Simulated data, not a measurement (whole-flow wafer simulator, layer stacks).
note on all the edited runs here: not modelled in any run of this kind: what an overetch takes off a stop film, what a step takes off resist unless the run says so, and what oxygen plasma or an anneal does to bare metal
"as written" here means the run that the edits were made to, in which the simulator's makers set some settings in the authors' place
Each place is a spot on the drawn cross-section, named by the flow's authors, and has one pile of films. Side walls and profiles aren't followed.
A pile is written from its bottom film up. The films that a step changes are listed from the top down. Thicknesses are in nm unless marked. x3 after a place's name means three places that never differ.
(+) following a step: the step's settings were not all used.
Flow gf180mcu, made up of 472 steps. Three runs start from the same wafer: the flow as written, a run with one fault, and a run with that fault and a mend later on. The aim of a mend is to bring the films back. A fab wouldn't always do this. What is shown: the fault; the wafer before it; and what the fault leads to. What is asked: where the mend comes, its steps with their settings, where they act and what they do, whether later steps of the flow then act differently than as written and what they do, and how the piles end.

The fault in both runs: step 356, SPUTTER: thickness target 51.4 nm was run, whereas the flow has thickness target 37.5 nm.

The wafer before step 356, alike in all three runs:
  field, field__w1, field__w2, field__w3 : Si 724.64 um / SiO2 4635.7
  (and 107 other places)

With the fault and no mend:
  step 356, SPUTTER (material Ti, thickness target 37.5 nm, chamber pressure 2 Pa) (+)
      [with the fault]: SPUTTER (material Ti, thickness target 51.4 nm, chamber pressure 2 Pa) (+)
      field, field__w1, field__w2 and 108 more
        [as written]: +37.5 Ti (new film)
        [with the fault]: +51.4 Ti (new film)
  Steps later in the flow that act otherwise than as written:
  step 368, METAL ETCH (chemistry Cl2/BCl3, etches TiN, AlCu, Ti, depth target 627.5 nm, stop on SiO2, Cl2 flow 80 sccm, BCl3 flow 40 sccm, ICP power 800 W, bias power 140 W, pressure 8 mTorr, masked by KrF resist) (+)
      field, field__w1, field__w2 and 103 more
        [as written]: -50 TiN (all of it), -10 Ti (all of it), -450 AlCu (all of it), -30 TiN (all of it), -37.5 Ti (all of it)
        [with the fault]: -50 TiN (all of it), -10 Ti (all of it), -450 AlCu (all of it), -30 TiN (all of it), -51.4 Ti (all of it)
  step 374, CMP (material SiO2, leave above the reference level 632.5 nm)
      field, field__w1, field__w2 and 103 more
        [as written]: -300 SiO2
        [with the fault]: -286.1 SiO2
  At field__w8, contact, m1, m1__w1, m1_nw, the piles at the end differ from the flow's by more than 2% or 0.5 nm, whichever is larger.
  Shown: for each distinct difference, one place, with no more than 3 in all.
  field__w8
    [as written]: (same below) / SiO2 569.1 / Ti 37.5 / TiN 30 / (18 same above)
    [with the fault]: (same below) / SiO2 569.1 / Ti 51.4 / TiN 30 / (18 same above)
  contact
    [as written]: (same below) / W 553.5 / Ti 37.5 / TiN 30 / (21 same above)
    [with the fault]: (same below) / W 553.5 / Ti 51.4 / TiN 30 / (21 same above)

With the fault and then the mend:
  The mend stands after step 356.
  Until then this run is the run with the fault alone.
  step 356a, METAL ETCH (chemistry Cl2/BCl3, etches TiN, AlCu, Ti, depth target 13.9 nm, Cl2 flow 80 sccm, BCl3 flow 40 sccm, ICP power 800 W, bias power 140 W, pressure 8 mTorr) (the flow's step 260, run once more with other settings)
      field, field__w1, field__w2 and 108 more
        -13.9 Ti
  Every later step of the flow that is run acts as written at every place that is followed.
  At every place that both follow, the piles at the end match the flow's.
